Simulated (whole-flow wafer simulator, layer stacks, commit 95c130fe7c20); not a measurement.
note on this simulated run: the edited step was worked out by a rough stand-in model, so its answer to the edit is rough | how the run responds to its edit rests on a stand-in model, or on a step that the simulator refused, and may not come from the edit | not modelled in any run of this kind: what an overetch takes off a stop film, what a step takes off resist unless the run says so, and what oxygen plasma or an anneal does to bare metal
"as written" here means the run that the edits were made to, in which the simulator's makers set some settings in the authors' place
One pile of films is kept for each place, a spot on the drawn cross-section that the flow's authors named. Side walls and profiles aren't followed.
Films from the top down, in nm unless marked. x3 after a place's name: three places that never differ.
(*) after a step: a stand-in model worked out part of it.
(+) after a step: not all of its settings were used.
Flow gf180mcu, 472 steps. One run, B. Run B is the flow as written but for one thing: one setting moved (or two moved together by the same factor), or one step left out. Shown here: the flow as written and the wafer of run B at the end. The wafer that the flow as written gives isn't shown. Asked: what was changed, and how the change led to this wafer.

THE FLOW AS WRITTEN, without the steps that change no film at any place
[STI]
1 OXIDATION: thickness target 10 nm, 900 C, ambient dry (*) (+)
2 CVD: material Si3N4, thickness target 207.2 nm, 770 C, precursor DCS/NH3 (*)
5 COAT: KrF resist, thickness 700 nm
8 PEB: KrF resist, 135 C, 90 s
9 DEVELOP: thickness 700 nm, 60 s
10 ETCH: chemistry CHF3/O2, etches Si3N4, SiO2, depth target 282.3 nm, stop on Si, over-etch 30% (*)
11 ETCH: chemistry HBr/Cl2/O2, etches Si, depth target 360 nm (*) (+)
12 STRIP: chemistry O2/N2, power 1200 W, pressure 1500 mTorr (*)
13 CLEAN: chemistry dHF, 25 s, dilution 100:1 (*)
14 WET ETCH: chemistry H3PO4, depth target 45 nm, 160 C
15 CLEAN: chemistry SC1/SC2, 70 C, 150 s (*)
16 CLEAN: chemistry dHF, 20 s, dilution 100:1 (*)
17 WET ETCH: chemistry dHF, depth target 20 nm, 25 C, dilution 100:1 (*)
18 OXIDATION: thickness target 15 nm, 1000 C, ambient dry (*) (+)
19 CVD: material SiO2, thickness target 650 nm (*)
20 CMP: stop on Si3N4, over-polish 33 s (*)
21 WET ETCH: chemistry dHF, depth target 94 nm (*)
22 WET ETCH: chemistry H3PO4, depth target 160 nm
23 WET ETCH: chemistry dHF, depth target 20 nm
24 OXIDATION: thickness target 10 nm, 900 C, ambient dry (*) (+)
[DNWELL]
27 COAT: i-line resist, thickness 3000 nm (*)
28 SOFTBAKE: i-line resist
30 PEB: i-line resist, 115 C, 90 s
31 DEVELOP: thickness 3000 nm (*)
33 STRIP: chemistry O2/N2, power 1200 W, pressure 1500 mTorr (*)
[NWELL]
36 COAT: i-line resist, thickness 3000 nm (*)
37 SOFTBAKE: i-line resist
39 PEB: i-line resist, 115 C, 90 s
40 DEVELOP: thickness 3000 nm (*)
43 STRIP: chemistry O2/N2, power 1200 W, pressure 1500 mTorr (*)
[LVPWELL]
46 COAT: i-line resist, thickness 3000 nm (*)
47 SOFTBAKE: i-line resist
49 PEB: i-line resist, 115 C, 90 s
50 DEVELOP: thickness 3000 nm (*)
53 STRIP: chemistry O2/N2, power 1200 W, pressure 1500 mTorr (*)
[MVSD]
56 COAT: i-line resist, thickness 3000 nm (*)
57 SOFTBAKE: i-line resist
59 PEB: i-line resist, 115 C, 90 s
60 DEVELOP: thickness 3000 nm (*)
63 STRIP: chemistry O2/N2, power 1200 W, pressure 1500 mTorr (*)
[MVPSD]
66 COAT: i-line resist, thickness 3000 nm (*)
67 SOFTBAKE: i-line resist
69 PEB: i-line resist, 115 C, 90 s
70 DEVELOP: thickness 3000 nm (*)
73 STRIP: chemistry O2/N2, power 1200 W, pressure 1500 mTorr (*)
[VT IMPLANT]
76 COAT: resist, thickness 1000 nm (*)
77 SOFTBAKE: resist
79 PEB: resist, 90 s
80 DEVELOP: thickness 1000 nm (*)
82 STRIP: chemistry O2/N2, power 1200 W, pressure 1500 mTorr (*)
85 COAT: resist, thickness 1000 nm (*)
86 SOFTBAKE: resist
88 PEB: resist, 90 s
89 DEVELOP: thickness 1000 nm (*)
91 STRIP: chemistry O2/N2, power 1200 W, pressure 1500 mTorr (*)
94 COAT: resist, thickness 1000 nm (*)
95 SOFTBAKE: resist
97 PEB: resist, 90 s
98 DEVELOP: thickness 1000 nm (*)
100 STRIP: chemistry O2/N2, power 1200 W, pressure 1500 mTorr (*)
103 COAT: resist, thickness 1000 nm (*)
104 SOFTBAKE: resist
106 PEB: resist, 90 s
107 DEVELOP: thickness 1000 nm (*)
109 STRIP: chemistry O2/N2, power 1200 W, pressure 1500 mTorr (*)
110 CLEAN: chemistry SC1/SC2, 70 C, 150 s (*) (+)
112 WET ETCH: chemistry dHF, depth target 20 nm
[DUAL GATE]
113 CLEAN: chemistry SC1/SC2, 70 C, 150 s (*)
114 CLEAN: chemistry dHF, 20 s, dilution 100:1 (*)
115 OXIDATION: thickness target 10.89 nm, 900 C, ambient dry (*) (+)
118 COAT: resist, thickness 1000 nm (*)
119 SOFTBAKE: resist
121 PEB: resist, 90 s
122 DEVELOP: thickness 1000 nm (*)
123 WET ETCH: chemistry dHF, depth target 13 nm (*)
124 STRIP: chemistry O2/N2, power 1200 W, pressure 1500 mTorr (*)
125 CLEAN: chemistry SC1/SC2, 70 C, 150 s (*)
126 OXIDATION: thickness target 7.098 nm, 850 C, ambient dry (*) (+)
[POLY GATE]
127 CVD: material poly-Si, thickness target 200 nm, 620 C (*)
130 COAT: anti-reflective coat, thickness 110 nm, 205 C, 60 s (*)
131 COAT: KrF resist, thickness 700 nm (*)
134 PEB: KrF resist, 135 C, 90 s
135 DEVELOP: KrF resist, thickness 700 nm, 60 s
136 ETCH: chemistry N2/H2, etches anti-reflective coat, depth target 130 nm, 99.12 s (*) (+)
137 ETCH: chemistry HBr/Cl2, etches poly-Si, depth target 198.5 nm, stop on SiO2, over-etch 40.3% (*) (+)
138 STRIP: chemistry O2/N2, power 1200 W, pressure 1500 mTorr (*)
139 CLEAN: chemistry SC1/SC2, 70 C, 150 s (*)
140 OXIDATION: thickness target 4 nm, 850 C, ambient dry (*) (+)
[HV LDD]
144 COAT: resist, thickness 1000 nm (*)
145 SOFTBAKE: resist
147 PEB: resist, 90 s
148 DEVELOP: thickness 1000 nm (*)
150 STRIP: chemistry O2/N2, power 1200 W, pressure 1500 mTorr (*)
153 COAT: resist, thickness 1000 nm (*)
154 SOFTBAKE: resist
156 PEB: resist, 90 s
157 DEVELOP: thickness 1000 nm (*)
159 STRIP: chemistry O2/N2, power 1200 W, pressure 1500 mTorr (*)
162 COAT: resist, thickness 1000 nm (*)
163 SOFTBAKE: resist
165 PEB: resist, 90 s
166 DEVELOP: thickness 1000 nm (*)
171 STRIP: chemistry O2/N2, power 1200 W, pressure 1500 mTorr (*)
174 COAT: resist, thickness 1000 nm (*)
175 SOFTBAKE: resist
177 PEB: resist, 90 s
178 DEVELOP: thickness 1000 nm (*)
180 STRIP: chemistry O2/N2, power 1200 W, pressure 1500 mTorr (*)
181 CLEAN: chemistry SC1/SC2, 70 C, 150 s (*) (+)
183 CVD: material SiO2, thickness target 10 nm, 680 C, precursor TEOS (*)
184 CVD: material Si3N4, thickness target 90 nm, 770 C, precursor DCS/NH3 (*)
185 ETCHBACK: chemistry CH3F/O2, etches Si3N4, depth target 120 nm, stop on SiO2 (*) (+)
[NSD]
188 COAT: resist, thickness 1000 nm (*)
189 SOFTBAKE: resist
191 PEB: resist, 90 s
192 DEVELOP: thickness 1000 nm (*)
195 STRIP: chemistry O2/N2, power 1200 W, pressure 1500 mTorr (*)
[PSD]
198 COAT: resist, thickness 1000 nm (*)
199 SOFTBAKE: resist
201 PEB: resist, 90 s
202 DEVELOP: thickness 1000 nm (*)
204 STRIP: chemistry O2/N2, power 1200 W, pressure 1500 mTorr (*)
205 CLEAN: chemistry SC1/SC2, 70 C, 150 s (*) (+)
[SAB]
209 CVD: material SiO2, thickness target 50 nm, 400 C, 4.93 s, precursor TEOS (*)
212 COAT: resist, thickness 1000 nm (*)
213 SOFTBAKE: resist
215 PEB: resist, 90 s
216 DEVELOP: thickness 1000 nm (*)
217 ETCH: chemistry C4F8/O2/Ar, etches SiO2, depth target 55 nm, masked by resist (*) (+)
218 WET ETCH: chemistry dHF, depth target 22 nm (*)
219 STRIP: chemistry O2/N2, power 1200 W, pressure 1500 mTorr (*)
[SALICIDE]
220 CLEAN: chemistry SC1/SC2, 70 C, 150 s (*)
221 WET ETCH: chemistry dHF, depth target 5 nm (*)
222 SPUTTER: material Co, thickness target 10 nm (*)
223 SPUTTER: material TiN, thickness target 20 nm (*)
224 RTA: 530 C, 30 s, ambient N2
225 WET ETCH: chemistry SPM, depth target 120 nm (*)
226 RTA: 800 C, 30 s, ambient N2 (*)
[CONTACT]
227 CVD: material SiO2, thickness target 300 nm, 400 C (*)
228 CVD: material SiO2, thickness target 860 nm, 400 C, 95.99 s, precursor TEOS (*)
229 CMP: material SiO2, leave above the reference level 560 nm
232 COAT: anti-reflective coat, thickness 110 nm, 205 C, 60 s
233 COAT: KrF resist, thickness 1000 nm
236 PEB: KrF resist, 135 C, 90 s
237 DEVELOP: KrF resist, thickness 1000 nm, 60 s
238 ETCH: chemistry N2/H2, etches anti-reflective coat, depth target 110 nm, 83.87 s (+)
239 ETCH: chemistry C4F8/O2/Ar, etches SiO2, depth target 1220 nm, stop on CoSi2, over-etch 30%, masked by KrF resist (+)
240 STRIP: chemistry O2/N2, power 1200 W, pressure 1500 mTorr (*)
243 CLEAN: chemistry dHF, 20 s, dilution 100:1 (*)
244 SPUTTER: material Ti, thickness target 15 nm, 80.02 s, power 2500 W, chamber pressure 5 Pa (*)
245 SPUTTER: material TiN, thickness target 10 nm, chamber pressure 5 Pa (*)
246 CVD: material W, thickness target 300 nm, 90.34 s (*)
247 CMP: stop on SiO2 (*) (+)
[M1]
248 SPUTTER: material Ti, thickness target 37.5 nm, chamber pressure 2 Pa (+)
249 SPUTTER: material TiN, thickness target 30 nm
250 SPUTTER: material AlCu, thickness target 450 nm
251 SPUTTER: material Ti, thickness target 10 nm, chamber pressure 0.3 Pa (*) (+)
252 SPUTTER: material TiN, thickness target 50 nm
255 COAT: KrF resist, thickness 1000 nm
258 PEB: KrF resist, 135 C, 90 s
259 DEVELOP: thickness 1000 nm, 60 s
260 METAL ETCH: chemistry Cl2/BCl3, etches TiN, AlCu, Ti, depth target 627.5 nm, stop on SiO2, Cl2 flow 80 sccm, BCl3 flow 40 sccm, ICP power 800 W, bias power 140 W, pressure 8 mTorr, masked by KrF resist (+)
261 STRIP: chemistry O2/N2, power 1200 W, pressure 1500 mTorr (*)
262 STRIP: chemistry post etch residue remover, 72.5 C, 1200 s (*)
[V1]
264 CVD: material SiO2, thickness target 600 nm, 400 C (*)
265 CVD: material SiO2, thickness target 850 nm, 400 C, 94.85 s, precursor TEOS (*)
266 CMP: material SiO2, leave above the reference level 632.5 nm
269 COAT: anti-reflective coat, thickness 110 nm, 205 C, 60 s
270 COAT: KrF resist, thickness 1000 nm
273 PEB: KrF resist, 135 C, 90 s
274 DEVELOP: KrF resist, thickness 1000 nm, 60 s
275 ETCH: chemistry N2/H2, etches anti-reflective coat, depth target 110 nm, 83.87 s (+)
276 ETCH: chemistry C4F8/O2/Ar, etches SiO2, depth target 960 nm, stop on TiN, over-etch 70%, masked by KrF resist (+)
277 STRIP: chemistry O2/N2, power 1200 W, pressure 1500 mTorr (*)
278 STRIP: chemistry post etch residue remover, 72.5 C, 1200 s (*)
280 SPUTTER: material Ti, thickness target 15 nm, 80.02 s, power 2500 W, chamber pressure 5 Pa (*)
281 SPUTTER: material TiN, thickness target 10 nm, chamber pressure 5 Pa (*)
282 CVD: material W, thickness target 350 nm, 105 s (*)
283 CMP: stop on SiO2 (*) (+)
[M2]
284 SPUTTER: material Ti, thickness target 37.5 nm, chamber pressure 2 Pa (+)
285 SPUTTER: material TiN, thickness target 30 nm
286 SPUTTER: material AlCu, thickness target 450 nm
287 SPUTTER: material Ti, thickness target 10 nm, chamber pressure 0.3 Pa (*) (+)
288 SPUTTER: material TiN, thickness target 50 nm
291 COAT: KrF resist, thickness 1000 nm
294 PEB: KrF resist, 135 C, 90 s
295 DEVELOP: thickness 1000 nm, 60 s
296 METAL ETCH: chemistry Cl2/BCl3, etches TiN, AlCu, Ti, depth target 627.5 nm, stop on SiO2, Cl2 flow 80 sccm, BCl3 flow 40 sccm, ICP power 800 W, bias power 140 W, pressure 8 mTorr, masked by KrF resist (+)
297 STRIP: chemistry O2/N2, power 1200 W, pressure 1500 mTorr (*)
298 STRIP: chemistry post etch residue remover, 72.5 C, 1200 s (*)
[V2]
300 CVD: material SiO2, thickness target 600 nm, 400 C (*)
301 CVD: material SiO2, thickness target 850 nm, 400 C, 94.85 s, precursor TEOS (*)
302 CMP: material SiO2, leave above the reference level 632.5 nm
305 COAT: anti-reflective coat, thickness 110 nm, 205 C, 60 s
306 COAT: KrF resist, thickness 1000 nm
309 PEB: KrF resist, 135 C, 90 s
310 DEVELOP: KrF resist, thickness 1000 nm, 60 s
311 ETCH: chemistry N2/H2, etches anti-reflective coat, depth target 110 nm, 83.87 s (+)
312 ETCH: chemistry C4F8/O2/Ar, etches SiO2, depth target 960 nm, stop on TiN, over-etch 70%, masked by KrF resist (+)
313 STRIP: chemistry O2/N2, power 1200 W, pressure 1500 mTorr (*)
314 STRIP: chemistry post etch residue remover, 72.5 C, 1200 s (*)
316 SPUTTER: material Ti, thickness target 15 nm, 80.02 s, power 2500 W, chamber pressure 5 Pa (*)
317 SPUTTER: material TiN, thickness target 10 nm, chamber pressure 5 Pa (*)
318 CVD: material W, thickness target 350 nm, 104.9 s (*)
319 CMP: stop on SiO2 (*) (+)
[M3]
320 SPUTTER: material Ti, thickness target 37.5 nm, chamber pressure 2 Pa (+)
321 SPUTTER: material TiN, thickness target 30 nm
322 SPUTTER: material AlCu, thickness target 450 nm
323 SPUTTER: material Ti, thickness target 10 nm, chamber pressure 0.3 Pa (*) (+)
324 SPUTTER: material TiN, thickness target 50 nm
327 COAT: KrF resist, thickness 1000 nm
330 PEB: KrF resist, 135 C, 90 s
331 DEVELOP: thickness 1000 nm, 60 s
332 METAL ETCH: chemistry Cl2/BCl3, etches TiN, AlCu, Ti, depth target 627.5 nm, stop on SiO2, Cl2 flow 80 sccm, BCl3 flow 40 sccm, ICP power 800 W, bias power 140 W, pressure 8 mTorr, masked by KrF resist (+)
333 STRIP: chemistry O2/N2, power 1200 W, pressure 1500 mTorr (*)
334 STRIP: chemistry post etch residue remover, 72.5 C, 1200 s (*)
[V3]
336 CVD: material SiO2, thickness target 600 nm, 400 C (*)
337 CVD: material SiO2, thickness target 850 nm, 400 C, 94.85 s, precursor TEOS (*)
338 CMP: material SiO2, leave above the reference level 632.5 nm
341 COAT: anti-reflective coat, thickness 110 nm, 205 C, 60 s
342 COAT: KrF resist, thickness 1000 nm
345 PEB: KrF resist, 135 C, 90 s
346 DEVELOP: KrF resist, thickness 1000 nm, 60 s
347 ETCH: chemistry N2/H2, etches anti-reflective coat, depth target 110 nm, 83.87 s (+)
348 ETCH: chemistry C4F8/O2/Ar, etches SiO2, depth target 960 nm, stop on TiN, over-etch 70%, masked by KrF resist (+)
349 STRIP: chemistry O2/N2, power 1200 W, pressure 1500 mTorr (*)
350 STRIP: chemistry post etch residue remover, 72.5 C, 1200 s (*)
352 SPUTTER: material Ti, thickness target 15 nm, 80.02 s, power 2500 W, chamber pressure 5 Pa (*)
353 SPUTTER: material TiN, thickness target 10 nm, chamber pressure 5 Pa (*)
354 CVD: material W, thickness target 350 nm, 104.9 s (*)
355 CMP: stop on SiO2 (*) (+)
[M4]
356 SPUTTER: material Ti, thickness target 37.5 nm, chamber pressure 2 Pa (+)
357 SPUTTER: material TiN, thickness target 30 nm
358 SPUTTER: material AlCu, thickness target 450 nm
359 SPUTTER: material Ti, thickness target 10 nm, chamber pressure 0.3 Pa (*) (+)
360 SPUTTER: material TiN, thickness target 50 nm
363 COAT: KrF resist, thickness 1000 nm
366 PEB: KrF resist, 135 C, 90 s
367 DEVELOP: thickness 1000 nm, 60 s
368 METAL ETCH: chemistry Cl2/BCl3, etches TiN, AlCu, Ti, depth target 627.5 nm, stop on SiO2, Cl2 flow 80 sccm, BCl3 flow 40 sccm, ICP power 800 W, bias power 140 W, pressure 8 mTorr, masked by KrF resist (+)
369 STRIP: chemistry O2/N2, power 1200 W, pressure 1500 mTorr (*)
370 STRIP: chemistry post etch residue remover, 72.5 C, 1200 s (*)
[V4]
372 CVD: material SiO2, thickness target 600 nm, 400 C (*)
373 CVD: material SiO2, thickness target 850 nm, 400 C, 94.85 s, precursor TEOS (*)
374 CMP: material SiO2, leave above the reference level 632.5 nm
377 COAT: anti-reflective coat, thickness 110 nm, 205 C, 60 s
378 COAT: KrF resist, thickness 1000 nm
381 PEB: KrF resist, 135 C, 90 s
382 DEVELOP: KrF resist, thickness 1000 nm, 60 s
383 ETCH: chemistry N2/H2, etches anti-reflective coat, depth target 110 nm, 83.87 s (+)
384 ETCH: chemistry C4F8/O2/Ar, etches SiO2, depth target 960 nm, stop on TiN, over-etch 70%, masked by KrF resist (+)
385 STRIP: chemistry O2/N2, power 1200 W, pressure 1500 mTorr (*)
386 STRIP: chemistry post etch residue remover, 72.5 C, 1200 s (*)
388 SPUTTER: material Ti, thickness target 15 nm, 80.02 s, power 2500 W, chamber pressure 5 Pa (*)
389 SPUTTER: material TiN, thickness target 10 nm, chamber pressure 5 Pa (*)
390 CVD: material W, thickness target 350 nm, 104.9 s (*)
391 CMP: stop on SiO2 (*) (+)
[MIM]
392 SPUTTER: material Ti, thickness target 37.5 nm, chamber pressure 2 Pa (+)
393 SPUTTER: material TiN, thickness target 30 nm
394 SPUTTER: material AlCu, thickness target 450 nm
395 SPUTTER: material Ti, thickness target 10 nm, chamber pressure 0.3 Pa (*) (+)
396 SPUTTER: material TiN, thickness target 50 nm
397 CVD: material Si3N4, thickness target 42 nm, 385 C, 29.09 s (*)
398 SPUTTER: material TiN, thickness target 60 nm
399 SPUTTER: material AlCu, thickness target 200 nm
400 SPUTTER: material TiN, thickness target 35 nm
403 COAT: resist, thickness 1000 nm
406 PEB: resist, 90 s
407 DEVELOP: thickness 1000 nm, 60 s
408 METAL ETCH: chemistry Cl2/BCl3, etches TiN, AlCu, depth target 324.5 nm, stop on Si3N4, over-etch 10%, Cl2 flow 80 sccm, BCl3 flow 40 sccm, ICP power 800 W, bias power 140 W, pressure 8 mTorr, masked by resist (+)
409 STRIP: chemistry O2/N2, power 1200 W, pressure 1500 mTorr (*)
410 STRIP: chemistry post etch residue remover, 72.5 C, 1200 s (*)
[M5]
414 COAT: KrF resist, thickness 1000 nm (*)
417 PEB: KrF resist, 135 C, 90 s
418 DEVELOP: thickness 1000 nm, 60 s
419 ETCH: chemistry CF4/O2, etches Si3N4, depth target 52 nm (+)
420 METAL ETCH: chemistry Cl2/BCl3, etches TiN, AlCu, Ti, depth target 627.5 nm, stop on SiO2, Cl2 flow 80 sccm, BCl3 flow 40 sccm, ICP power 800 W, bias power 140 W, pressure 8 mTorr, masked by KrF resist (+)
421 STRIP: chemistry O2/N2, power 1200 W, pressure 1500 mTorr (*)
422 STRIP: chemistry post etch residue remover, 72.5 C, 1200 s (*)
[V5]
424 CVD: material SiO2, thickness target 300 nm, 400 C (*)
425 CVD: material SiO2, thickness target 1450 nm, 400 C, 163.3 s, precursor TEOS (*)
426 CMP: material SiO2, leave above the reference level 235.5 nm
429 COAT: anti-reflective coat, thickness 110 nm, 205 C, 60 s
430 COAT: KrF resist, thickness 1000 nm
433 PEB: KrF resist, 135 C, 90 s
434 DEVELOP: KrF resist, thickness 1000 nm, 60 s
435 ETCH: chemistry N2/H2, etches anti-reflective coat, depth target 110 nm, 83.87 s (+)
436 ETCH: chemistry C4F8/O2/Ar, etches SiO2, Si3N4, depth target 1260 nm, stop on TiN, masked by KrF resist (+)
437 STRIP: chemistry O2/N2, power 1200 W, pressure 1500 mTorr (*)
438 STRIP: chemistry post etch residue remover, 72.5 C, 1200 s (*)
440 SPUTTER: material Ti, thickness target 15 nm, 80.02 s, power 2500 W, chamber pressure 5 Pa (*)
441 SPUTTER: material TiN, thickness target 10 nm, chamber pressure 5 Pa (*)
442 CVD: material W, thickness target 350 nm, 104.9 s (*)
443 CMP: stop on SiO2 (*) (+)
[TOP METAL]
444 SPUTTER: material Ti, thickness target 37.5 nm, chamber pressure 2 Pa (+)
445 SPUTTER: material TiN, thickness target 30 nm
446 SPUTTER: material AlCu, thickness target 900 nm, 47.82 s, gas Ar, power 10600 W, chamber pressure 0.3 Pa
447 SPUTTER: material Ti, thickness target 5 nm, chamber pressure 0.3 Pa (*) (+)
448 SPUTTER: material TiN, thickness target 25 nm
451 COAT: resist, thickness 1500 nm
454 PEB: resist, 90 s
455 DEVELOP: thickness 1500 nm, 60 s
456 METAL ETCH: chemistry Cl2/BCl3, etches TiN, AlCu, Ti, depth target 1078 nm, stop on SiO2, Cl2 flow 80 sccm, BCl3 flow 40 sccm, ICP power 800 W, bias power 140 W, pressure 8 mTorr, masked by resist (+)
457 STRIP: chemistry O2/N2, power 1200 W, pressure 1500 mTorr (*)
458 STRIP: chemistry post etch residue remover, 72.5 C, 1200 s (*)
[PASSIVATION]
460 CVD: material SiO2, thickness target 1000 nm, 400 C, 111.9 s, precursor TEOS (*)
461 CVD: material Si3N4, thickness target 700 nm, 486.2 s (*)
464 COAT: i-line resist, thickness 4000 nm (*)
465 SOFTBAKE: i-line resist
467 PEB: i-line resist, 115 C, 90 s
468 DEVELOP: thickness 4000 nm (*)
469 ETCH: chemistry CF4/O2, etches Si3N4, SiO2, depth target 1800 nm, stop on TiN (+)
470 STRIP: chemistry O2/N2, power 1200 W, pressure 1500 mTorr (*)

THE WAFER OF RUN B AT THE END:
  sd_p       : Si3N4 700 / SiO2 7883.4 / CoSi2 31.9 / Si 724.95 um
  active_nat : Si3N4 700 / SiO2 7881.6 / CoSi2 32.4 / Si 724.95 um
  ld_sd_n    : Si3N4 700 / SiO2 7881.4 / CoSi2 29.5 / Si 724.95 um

The cause: step 185, ETCHBACK: depth target 156 nm was run, where the flow has depth target 120 nm.

How the change led to this, step by step:
  185 ETCHBACK: chemistry CH3F/O2, etches Si3N4, depth target 120 nm, stop on SiO2 (*) (+)
      field, field__w1, field__w2 and 100 more: Si3N4 -90 (all of it), SiO2 -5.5 (as written it would be: Si3N4 -90 (all of it), SiO2 -2.5)
  189 SOFTBAKE: resist
      field: nothing (as written it would be: resist +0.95)
      nw_sep_fld: nothing (as written it would be: resist +1.07)
  199 SOFTBAKE: resist
      field: nothing (as written it would be: resist +0.95)
      nw_sep_fld: nothing (as written it would be: resist +1.07)
  218 WET ETCH: chemistry dHF, depth target 22 nm (*)
      gate, gate_hv, gate_p and 23 more: SiO2 -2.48 (all of it) (as written it would be: SiO2 -5.48 (all of it))
      active, p_well, sd_n, iso_ptap_pw, iso_ntap_nw, iso_ptap_sub, vpnp_e: SiO2 -6.01 (all of it) (as written it would be: SiO2 -9.01 (all of it))
      (and at 16 more places)
  222 SPUTTER: material Co, thickness target 10 nm (*)
      field__w3: Co +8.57 (new film) (as written it would be: Co +8.06 (new film))
  223 SPUTTER: material TiN, thickness target 20 nm (*)
      field__w2: TiN +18 (new film) (as written it would be: TiN +17 (new film))
      field__w3: TiN +16.8 (new film) (as written it would be: TiN +15.7 (new film))
      (and at 3 more places)
  224 RTA: 530 C, 30 s, ambient N2
      ld_sd_n: under 1 film: CoSi +16.8 (new film), Co -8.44 (all of it), Si -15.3 (as written it would be: under 1 film: CoSi +16.1 (new film), Co -8.09 (all of it), Si -14.7)
      ld_drn_p: under 1 film: CoSi +17.6 (new film), Co -8.84 (all of it), Si -16 (as written it would be: under 1 film: CoSi +16.7 (new film), Co -8.4 (all of it), Si -15.2)
  225 WET ETCH: chemistry SPM, depth target 120 nm (*)
      field__w2: TiN -18 (all of it), Co -9.1 (all of it) (as written it would be: TiN -17 (all of it), Co -8.65 (all of it))
      field__w3: TiN -16.8 (all of it), Co -8.57 (all of it) (as written it would be: TiN -15.7 (all of it), Co -8.06 (all of it))
      (and at 3 more places)
  226 RTA: 800 C, 30 s, ambient N2 (*)
      ld_sd_n: CoSi2 +29.5 (new film), CoSi -16.8 (all of it), Si -15.3 (as written it would be: CoSi2 +28.3 (new film), CoSi -16.1 (all of it), Si -14.7)
      ld_drn_n: CoSi2 +32.4 (new film), CoSi -18.4 (all of it), Si -16.8 (as written it would be: CoSi2 +31.5 (new film), CoSi -17.9 (all of it), Si -16.4)
      (and at 1 more place)
